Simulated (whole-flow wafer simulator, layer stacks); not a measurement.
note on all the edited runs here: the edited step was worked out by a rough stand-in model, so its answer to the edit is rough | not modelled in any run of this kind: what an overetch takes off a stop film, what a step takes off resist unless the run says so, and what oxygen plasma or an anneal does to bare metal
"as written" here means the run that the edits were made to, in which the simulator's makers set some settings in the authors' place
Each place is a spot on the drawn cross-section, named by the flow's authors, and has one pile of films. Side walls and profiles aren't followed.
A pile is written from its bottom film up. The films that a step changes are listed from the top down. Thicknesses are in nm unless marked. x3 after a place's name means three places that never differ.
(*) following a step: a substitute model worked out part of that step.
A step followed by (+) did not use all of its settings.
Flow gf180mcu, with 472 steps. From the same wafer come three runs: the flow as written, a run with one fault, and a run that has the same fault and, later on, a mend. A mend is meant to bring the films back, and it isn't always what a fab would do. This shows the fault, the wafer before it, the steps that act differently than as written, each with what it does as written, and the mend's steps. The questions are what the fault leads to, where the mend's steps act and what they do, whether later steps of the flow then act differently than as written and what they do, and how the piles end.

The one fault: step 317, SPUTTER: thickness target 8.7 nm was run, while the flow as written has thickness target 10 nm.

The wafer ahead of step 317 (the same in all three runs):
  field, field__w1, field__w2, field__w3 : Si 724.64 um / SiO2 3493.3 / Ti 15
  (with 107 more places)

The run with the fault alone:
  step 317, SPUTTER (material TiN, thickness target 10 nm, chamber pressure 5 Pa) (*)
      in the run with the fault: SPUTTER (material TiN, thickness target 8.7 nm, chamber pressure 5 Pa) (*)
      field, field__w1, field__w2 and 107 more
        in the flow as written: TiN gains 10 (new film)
        in the run with the fault: TiN gains 8.7 (new film)
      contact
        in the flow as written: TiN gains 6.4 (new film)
        in the run with the fault: TiN gains 5.57 (new film)
  Steps further on in the flow that do not act as written (1 other step is not shown; it differs only slightly, by no more than 2% or 0.5 nm, whichever is larger):
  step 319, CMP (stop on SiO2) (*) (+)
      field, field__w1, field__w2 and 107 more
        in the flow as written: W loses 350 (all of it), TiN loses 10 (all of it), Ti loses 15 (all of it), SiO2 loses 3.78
        in the run with the fault: W loses 350 (all of it), TiN loses 8.7 (all of it), Ti loses 15 (all of it), SiO2 loses 3.77
  By the end, the piles at contact depart from the flow's by more than 2% or 0.5 nm, whichever is larger.
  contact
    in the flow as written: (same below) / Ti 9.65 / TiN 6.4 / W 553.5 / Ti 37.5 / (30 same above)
    in the run with the fault: (same below) / Ti 9.65 / TiN 5.57 / W 554.3 / Ti 37.5 / (30 same above)

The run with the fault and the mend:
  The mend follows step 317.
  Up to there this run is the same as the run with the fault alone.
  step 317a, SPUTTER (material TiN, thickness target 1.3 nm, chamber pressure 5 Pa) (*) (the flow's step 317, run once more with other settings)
      field, field__w1, field__w2 and 107 more
        TiN gains 1.3
      contact
        TiN gains 0.83
  Every later step of the flow that is run acts as written at every place that is followed.
  By the end, the piles equal the flow's at every place that both follow.
